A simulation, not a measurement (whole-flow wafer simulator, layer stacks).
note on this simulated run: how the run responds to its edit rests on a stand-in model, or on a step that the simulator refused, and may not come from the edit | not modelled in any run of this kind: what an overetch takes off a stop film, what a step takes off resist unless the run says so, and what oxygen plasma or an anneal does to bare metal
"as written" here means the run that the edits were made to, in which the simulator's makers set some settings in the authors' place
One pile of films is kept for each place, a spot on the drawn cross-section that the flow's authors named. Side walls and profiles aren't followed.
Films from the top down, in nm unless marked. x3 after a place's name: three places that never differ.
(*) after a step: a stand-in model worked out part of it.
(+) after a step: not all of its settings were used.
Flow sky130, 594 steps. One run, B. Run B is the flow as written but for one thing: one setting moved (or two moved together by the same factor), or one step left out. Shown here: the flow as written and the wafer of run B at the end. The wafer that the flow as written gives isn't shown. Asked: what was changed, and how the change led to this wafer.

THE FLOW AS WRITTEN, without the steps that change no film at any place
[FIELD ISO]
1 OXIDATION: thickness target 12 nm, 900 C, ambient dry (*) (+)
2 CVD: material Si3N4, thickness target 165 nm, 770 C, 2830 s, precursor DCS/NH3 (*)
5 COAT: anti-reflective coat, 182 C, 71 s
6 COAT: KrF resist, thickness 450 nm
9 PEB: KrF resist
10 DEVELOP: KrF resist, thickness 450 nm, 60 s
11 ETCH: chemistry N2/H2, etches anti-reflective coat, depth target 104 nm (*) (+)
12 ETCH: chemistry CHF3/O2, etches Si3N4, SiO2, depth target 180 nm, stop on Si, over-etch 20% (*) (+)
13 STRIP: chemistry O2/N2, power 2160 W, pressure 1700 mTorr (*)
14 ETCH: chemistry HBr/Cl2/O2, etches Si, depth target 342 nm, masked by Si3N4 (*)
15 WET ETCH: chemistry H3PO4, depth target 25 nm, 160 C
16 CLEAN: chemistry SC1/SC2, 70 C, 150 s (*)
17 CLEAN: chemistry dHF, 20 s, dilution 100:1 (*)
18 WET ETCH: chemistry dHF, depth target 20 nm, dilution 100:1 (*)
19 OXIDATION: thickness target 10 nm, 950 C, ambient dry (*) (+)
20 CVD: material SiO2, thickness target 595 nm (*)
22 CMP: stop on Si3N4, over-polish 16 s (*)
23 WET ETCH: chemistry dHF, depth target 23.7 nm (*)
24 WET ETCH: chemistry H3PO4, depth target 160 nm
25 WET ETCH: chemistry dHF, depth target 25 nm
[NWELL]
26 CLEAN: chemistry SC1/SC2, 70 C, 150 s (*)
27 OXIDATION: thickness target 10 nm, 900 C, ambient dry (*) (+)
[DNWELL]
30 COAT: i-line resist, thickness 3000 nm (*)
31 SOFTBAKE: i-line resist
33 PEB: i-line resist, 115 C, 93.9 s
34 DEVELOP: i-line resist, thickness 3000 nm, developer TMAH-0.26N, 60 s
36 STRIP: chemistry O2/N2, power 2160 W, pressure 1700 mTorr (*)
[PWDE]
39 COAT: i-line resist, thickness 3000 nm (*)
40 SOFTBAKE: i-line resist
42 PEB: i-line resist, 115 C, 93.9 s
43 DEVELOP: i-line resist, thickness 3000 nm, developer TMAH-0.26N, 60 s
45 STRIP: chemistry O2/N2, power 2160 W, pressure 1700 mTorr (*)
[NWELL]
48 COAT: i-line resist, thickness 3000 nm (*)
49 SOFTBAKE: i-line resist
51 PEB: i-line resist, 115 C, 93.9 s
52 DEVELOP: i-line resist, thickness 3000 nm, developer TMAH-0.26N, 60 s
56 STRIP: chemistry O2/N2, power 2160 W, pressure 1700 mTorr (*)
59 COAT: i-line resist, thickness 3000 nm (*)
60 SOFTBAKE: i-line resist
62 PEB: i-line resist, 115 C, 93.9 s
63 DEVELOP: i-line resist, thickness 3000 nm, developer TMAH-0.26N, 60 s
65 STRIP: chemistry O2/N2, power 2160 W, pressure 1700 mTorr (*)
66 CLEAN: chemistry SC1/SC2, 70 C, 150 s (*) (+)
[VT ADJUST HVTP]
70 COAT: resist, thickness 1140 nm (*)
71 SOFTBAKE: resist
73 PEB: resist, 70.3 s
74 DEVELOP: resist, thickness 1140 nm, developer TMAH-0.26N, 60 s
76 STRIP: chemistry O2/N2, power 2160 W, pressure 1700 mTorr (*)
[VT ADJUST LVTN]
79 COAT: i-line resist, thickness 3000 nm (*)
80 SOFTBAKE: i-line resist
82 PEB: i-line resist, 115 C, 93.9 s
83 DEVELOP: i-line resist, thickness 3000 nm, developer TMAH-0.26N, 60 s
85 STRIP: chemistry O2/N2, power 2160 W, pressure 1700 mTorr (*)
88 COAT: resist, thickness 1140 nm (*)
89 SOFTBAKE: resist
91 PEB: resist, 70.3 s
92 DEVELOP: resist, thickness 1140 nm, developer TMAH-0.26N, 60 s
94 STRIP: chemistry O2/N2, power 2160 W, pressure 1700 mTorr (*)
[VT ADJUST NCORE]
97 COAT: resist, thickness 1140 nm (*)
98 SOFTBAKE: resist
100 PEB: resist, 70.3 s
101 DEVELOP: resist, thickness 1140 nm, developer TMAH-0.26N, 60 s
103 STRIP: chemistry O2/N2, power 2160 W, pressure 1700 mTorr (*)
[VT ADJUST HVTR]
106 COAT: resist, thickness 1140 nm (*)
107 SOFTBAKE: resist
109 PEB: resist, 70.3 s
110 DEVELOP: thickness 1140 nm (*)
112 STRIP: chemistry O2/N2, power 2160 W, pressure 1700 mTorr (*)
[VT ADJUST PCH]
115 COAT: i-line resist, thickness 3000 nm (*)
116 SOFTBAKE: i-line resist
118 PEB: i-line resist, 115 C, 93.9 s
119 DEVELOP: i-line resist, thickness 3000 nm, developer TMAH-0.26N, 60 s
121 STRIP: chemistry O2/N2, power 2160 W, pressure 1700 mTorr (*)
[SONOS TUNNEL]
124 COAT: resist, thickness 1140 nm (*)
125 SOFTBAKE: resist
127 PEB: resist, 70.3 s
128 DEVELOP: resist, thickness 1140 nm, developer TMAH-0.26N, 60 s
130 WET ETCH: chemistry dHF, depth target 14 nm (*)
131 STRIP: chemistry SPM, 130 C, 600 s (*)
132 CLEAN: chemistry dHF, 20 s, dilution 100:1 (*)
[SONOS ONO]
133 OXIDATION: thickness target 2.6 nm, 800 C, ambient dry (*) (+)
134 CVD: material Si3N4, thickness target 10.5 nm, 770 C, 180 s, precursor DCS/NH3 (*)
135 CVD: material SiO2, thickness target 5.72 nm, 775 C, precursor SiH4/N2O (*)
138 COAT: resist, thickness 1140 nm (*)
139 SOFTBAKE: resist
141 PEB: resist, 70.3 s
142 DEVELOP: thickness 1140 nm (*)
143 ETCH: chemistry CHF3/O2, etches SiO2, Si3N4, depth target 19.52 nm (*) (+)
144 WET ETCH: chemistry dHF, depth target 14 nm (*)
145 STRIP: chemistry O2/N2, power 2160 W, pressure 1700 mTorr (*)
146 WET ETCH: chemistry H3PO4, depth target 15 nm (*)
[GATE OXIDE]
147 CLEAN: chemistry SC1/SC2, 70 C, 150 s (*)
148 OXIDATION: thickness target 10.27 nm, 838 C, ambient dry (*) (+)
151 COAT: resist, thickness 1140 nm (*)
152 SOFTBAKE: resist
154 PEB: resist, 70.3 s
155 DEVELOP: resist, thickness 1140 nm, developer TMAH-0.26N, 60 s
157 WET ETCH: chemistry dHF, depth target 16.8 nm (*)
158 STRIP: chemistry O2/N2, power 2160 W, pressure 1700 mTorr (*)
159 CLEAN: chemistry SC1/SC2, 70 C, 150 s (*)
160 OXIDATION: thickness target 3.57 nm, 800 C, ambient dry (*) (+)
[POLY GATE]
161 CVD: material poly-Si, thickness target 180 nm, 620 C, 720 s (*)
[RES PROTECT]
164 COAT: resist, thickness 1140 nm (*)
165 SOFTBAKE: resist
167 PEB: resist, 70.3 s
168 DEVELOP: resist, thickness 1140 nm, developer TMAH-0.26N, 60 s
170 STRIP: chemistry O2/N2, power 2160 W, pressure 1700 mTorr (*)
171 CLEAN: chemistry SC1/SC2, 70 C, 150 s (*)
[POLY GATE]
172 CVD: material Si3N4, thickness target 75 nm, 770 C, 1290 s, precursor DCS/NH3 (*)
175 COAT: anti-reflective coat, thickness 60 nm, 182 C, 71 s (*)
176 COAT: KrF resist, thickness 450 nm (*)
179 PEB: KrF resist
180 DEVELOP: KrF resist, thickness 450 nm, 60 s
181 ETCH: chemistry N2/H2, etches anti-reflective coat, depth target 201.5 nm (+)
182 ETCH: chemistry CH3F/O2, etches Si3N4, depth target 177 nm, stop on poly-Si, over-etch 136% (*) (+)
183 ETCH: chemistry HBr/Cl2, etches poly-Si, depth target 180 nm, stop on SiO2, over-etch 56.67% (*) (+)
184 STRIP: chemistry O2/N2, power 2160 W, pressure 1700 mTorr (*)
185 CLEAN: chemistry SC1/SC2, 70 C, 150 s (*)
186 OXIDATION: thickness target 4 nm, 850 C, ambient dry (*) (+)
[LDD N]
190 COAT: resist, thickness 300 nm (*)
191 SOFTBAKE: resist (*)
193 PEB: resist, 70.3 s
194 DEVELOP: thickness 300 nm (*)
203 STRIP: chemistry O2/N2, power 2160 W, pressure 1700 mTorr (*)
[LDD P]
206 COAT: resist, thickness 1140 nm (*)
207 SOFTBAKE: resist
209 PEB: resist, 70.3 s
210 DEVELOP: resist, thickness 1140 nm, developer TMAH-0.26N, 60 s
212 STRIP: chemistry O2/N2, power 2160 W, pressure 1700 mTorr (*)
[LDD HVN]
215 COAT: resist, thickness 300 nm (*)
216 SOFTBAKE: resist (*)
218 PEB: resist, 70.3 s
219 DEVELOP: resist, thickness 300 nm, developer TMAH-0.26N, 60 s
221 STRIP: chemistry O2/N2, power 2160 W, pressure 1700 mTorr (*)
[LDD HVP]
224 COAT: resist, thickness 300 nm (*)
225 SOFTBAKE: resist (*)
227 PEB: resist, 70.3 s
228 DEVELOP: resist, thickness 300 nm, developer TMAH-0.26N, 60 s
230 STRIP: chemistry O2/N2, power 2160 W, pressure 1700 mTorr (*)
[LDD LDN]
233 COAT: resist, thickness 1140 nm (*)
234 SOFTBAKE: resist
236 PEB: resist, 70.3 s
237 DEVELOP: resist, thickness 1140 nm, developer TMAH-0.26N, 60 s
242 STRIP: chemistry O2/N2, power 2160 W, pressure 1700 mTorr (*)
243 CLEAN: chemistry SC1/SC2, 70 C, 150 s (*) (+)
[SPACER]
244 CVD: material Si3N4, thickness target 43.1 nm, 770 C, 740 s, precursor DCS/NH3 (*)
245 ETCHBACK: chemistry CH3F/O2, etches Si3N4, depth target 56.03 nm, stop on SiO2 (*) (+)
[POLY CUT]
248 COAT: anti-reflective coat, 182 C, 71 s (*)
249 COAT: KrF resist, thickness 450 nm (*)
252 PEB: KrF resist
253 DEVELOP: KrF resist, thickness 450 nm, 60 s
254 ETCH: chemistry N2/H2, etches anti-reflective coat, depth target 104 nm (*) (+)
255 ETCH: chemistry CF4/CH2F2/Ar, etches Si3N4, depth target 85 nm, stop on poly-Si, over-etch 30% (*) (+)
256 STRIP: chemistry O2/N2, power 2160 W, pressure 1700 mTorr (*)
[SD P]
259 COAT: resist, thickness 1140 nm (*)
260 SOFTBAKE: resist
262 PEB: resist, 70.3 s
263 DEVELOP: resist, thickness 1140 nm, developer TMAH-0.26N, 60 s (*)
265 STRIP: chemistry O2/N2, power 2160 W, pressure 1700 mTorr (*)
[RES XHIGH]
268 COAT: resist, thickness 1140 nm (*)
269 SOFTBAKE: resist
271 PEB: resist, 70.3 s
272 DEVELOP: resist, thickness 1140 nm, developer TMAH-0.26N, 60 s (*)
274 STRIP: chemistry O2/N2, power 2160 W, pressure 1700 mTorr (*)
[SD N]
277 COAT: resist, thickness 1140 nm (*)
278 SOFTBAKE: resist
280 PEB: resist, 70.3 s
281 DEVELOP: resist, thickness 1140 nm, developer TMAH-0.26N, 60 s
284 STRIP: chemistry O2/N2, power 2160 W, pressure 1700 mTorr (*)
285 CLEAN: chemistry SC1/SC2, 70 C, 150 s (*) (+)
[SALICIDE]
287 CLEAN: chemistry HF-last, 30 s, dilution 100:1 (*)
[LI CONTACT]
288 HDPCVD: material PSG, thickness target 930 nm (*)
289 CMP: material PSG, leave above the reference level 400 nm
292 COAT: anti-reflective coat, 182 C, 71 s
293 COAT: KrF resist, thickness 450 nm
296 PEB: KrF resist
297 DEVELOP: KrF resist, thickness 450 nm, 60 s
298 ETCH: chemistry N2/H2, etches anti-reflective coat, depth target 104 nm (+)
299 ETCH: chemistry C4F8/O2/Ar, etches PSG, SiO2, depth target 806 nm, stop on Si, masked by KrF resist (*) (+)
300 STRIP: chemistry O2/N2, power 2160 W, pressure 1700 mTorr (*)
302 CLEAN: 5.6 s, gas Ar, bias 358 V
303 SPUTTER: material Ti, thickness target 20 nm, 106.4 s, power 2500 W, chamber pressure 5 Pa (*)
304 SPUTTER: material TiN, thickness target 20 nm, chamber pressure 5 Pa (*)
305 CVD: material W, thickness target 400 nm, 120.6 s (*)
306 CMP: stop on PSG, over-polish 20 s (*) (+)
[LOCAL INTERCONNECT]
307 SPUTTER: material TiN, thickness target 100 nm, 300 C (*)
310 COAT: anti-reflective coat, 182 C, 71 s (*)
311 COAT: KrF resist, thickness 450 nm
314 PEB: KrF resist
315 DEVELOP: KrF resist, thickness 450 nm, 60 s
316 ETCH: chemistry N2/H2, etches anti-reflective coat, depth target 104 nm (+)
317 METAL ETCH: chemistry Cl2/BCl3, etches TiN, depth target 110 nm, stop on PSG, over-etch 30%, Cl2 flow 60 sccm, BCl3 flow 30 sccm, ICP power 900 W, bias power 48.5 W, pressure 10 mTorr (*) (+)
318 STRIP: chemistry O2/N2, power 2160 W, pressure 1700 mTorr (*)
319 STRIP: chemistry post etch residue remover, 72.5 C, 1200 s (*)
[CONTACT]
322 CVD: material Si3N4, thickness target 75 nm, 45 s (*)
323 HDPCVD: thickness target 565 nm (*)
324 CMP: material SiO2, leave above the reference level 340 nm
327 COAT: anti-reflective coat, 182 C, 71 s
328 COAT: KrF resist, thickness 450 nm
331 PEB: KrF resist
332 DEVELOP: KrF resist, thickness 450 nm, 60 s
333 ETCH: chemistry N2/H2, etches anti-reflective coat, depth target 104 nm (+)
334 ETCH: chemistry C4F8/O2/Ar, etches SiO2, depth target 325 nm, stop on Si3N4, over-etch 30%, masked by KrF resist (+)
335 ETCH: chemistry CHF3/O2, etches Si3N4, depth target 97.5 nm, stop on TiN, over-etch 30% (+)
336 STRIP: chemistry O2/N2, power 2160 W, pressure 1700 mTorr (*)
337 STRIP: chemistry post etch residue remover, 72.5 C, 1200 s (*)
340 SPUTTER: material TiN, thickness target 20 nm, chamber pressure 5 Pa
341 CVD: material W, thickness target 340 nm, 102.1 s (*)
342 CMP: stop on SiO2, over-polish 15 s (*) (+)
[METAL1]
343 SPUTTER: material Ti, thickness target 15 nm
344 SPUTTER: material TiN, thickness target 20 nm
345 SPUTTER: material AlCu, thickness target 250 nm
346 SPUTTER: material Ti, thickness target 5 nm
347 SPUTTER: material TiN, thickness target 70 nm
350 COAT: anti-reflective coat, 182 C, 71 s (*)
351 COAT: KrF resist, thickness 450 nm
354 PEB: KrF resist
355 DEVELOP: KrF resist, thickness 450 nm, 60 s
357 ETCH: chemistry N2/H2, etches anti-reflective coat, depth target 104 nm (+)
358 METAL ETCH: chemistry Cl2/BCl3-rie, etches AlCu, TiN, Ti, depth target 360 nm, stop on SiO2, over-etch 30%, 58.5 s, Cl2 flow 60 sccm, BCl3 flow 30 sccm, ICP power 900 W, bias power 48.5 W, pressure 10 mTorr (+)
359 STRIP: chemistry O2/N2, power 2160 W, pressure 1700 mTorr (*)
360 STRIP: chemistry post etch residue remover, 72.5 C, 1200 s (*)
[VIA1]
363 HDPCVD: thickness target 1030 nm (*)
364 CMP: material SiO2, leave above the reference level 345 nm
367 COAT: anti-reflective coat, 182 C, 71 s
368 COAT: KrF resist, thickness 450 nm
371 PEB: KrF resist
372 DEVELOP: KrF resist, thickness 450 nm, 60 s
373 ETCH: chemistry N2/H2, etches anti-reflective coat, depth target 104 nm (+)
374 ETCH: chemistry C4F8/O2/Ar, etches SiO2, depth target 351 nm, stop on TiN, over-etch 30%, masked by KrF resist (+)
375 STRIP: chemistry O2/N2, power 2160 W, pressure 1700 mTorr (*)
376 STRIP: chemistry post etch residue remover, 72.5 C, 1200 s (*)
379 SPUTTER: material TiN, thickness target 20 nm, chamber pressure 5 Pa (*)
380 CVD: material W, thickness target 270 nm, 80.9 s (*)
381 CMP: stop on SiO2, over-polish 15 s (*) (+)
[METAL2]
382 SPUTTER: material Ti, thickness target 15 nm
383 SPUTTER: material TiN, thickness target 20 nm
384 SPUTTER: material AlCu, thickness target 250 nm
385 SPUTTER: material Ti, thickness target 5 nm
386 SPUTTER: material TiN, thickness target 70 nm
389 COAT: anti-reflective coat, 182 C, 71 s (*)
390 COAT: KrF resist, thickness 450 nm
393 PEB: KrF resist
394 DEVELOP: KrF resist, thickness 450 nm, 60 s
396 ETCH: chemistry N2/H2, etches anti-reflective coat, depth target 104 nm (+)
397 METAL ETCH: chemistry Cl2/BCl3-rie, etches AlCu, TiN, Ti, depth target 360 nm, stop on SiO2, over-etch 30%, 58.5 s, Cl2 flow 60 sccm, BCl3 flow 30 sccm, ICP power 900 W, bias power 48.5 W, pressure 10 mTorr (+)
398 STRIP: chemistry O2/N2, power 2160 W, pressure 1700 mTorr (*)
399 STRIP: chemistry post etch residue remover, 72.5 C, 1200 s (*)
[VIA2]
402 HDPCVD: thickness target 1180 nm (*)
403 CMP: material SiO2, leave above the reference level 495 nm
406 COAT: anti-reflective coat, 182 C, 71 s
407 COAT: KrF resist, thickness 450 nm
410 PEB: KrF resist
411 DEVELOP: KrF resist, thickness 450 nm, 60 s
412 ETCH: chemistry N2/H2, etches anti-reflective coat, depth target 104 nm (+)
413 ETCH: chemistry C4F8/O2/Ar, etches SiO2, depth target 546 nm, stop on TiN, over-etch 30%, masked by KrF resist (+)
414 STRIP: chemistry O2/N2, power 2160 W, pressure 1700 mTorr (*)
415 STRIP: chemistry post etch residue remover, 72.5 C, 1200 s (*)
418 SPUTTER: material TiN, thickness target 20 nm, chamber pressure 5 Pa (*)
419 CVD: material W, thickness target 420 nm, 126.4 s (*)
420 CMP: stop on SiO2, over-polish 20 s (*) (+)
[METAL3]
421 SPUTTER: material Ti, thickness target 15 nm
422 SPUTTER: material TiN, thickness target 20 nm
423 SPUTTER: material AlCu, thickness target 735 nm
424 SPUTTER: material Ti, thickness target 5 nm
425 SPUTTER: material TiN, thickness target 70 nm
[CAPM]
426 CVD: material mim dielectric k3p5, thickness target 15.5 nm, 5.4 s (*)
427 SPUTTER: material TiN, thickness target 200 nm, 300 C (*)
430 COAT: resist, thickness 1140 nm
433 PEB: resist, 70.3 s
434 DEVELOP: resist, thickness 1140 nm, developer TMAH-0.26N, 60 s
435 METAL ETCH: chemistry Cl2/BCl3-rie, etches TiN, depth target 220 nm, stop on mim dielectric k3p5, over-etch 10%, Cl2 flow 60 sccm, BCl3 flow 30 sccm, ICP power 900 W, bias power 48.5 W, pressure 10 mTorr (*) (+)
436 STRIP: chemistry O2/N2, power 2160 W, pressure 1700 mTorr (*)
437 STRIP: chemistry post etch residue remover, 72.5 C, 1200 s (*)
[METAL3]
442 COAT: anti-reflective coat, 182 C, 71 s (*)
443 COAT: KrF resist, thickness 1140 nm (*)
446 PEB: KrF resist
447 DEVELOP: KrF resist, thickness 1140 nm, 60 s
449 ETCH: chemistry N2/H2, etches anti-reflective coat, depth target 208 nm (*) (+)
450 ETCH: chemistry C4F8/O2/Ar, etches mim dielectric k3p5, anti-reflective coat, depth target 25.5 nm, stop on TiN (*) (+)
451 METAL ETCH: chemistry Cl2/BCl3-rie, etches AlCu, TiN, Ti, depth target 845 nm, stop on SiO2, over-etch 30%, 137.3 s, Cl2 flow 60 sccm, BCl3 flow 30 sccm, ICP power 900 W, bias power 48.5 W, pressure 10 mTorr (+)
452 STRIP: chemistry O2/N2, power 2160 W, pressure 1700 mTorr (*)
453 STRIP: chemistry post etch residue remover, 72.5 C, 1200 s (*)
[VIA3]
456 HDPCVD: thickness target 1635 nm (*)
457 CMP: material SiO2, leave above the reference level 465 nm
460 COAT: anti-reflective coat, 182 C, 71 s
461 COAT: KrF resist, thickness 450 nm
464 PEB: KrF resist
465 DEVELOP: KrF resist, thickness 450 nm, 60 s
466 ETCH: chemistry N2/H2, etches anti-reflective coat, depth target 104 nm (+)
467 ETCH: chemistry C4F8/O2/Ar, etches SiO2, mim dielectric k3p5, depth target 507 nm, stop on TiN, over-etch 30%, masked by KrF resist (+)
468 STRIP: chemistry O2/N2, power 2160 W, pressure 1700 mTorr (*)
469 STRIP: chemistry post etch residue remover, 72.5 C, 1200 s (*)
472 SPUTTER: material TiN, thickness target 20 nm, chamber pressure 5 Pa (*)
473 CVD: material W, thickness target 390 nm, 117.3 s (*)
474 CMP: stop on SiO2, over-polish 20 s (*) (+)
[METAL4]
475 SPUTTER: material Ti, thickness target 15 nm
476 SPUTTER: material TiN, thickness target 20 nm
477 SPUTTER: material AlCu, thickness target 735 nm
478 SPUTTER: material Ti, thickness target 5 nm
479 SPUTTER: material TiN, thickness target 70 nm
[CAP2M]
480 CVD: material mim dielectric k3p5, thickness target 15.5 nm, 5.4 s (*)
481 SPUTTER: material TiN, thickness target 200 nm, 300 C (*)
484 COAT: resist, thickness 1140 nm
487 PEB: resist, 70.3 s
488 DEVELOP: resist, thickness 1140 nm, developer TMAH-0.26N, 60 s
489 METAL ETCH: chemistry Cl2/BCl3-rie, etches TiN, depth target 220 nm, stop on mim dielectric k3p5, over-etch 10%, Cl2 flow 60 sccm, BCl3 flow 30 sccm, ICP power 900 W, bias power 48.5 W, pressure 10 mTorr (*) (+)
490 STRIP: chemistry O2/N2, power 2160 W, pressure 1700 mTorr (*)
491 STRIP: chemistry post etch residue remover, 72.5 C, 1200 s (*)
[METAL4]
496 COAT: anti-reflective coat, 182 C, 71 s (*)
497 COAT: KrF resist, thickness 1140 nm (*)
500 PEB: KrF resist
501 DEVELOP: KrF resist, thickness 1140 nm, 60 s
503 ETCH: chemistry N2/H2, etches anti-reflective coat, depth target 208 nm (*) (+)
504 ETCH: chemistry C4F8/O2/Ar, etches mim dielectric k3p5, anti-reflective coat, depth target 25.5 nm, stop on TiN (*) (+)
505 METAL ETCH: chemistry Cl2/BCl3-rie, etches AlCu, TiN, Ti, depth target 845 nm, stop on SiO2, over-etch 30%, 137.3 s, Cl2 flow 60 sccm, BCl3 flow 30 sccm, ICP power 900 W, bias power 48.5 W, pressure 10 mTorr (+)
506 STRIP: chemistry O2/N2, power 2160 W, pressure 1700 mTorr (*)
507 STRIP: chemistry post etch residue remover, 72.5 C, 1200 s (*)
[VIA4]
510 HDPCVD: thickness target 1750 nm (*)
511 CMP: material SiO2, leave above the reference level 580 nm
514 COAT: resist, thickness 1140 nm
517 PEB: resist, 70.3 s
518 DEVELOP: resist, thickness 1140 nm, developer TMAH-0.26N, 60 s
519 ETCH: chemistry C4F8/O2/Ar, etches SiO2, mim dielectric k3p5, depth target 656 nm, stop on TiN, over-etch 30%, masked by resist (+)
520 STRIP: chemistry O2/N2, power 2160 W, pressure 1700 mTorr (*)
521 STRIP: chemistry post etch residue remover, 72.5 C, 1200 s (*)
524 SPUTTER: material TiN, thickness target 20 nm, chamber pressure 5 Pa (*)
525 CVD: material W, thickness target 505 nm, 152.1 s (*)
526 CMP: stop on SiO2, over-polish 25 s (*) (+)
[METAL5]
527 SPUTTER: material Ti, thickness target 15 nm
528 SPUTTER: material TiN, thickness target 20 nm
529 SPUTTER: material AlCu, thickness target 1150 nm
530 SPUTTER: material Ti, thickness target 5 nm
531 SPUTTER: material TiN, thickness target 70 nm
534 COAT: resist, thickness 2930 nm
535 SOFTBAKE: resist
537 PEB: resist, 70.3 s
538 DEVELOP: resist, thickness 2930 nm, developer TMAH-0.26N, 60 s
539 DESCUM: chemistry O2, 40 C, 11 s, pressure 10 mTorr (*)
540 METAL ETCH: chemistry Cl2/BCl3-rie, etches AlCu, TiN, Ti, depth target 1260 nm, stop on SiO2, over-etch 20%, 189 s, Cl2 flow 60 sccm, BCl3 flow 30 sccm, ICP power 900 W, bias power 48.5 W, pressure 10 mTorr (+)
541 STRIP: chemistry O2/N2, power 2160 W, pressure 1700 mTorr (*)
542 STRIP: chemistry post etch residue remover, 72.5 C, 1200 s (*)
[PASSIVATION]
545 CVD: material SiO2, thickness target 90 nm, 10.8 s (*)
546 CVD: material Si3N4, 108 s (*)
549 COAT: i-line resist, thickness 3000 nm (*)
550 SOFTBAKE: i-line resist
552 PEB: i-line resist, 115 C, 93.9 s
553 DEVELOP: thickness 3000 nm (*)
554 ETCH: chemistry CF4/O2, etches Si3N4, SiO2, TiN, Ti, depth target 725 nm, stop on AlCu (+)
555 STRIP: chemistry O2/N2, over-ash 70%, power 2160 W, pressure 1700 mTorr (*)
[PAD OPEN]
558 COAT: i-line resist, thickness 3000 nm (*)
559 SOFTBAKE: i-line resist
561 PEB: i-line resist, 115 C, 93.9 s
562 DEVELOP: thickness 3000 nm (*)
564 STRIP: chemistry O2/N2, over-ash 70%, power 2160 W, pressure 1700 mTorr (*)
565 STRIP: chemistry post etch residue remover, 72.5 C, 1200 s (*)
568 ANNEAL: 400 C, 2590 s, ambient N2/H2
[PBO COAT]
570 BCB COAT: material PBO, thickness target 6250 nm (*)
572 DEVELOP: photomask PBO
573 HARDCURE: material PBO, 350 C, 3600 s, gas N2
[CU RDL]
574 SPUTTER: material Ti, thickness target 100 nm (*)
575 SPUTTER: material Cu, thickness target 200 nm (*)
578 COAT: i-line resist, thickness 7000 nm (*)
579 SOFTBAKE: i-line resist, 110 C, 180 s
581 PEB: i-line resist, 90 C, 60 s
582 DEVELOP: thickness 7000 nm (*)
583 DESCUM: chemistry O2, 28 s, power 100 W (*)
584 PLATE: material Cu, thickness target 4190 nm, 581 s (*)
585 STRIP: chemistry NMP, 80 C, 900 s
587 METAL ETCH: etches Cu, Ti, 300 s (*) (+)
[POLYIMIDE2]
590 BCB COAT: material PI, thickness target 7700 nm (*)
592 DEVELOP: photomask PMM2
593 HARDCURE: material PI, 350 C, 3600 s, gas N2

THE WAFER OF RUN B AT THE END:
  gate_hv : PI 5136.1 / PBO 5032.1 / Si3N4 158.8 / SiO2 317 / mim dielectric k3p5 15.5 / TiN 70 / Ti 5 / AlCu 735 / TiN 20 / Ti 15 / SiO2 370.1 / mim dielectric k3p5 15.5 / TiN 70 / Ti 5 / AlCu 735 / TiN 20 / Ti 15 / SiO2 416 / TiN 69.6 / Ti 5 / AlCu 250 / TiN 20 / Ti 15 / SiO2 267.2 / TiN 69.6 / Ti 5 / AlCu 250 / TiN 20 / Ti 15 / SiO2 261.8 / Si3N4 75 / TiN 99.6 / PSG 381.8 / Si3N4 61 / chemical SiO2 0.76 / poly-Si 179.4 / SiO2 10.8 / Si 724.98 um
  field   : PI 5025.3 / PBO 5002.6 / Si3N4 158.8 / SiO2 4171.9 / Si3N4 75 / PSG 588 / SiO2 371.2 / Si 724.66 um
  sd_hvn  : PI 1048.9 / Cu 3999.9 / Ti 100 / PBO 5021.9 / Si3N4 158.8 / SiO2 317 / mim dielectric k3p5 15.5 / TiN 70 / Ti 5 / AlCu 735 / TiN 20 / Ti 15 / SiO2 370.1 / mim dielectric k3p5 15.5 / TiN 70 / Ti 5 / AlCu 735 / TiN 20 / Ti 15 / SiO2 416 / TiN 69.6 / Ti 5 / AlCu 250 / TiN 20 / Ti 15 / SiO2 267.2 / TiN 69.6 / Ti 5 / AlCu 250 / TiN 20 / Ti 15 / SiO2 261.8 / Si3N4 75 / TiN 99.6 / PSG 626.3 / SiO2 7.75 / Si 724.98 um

The cause: step 511, CMP: leave above the reference level 313 nm was run, where the flow has leave above the reference level 580 nm.

How the change led to this, step by step:
  511 CMP: material SiO2, leave above the reference level 580 nm
      n_well, p_well, gate_hv and 99 more: SiO2 -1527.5 (as written it would be: SiO2 -1260.5)
      field, active, gate and 77 more: SiO2 -641.7 (as written it would be: SiO2 -374.7)
      (and at 11 more places)
  519 ETCH: chemistry C4F8/O2/Ar, etches SiO2, mim dielectric k3p5, depth target 656 nm, stop on TiN, over-etch 30%, masked by resist (+)
      field, active, n_well and 188 more: resist -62 (as written it would be: resist -131.2)
      m1: SiO2 -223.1 (all of it), mim dielectric k3p5 -15.5 (all of it) (as written it would be: SiO2 -490.1 (all of it), mim dielectric k3p5 -15.5 (all of it))
      (and at 1 more place)
  520 STRIP: chemistry O2/N2, power 2160 W, pressure 1700 mTorr (*)
      field, active, n_well and 188 more: resist -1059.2 (all of it) (as written it would be: resist -990.1 (all of it))
  524 SPUTTER: material TiN, thickness target 20 nm, chamber pressure 5 Pa (*)
      m1, via4_hole: TiN +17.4 (as written it would be: TiN +15.3)
  525 CVD: material W, thickness target 505 nm, 152.1 s (*)
      m1: W +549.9 (new film) (as written it would be: W +1015.8 (new film))
      via4_hole: W +551.1 (new film) (as written it would be: W +1015.2 (new film))
  526 CMP: stop on SiO2, over-polish 25 s (*) (+)
      m1: W -335.9 (as written it would be: W -532.7)
      via4_hole: W -337.7 (as written it would be: W -532.7)
